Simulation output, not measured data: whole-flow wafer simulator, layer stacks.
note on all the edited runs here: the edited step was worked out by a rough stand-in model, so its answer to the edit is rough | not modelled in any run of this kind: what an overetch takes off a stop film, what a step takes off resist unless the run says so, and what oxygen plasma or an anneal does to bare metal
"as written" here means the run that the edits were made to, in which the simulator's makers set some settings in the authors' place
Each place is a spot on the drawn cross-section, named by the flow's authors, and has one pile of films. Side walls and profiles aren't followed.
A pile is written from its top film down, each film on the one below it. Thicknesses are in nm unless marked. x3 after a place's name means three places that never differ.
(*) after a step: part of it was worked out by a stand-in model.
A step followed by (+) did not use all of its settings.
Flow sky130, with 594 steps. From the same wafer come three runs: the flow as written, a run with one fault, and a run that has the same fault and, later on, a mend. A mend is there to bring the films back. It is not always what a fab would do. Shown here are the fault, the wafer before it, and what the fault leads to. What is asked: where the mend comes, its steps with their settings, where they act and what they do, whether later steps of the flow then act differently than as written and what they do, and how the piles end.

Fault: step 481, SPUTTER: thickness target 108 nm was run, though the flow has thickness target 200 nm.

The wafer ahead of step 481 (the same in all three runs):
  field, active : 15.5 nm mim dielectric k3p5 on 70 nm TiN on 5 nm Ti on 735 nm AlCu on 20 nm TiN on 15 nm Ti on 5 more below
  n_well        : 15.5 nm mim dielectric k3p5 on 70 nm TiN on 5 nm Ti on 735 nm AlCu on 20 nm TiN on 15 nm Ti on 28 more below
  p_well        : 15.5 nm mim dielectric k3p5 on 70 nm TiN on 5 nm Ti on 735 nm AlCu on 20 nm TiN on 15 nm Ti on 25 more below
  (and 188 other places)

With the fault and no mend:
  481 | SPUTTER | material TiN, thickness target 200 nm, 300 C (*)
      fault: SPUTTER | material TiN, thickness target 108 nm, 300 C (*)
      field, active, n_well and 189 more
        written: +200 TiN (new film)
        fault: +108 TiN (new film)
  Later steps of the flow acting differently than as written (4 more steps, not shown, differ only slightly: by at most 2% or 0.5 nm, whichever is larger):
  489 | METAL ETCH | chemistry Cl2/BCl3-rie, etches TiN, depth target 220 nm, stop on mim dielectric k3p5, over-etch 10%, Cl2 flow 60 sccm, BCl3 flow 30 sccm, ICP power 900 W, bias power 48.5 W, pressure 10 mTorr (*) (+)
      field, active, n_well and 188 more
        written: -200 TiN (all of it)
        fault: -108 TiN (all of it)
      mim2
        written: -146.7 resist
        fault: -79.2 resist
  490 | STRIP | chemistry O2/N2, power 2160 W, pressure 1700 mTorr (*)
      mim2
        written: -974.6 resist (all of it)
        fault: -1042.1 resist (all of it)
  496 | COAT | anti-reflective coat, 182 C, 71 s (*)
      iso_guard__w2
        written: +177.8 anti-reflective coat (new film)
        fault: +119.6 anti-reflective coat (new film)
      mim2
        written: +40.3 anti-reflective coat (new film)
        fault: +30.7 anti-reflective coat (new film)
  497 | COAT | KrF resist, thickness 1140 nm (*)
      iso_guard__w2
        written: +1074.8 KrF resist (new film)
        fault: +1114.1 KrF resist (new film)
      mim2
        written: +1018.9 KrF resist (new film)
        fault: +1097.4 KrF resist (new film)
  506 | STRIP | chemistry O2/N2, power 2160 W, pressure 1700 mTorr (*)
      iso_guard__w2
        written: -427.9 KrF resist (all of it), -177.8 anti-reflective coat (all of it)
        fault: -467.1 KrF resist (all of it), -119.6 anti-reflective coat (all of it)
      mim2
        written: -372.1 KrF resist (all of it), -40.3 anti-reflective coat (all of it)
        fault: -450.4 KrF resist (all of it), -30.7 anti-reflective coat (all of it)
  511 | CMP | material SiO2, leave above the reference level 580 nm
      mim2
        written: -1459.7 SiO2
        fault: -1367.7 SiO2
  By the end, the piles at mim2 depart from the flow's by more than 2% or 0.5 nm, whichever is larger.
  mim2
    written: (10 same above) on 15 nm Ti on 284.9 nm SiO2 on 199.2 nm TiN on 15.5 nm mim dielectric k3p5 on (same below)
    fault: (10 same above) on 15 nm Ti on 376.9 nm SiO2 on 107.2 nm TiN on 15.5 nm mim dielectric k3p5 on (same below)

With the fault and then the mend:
  After step 481 comes the mend.
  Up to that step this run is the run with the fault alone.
  481a | SPUTTER | material TiN, thickness target 92 nm, 300 C (*) (a further turn of the flow's step 481, with different settings)
      field, active, n_well and 189 more
        +92 TiN
  None of the later steps of the flow acts differently than as written at any place that is followed.
  The piles end the same as the flow's at every place that both follow.
